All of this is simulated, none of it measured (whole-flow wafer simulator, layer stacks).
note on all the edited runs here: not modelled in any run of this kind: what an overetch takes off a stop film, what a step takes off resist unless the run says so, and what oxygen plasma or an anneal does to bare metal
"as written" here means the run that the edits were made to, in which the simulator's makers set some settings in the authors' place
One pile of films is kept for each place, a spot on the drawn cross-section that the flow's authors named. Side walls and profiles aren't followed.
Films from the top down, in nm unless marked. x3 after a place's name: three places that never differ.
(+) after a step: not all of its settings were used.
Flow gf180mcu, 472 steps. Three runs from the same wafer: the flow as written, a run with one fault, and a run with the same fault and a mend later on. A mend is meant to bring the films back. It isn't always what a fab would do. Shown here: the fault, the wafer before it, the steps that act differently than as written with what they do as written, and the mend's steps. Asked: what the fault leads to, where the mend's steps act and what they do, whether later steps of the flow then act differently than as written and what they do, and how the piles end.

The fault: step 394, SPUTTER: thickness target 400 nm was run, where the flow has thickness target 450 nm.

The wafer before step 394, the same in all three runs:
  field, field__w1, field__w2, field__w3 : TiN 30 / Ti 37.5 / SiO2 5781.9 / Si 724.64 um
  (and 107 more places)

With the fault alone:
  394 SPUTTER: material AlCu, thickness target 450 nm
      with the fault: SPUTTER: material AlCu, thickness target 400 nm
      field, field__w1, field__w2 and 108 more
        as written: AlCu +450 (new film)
        with the fault: AlCu +400 (new film)
  Later steps of the flow that act differently than as written (1 more step differs only slightly, by at most 2% or 0.5 nm, whichever is larger, and isn't shown):
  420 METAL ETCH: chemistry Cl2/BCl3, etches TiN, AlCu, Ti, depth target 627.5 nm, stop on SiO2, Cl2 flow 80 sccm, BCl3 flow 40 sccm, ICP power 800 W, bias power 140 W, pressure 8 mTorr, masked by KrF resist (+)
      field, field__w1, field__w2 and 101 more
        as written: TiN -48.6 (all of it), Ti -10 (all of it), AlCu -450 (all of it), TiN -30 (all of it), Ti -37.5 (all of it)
        with the fault: TiN -48.6 (all of it), Ti -10 (all of it), AlCu -400 (all of it), TiN -30 (all of it), Ti -37.5 (all of it)
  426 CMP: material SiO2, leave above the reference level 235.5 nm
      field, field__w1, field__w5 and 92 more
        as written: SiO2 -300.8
        with the fault: SiO2 -350.8
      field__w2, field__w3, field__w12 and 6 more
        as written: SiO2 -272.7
        with the fault: SiO2 -324.9
  At the end the piles differ from the flow's by more than 2% or 0.5 nm, whichever is larger, at field__w4, field__w8, contact, m1, m1__w1, mim, mim_1p0, m1_nw.
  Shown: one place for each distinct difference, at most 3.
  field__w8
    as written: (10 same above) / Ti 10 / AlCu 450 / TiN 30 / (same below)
    with the fault: (10 same above) / Ti 10 / AlCu 400 / TiN 30 / (same below)
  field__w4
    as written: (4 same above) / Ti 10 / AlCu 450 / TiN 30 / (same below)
    with the fault: (4 same above) / Ti 10 / AlCu 400 / TiN 30 / (same below)
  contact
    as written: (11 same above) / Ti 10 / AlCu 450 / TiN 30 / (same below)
    with the fault: (11 same above) / Ti 10 / AlCu 400 / TiN 30 / (same below)

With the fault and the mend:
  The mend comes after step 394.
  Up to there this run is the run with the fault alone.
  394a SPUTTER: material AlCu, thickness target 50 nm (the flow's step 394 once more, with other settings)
      field, field__w1, field__w2 and 108 more
        AlCu +50
  No later step of the flow acts differently than as written at any place that is followed.
  At the end the piles are the same as the flow's at every place that both follow.
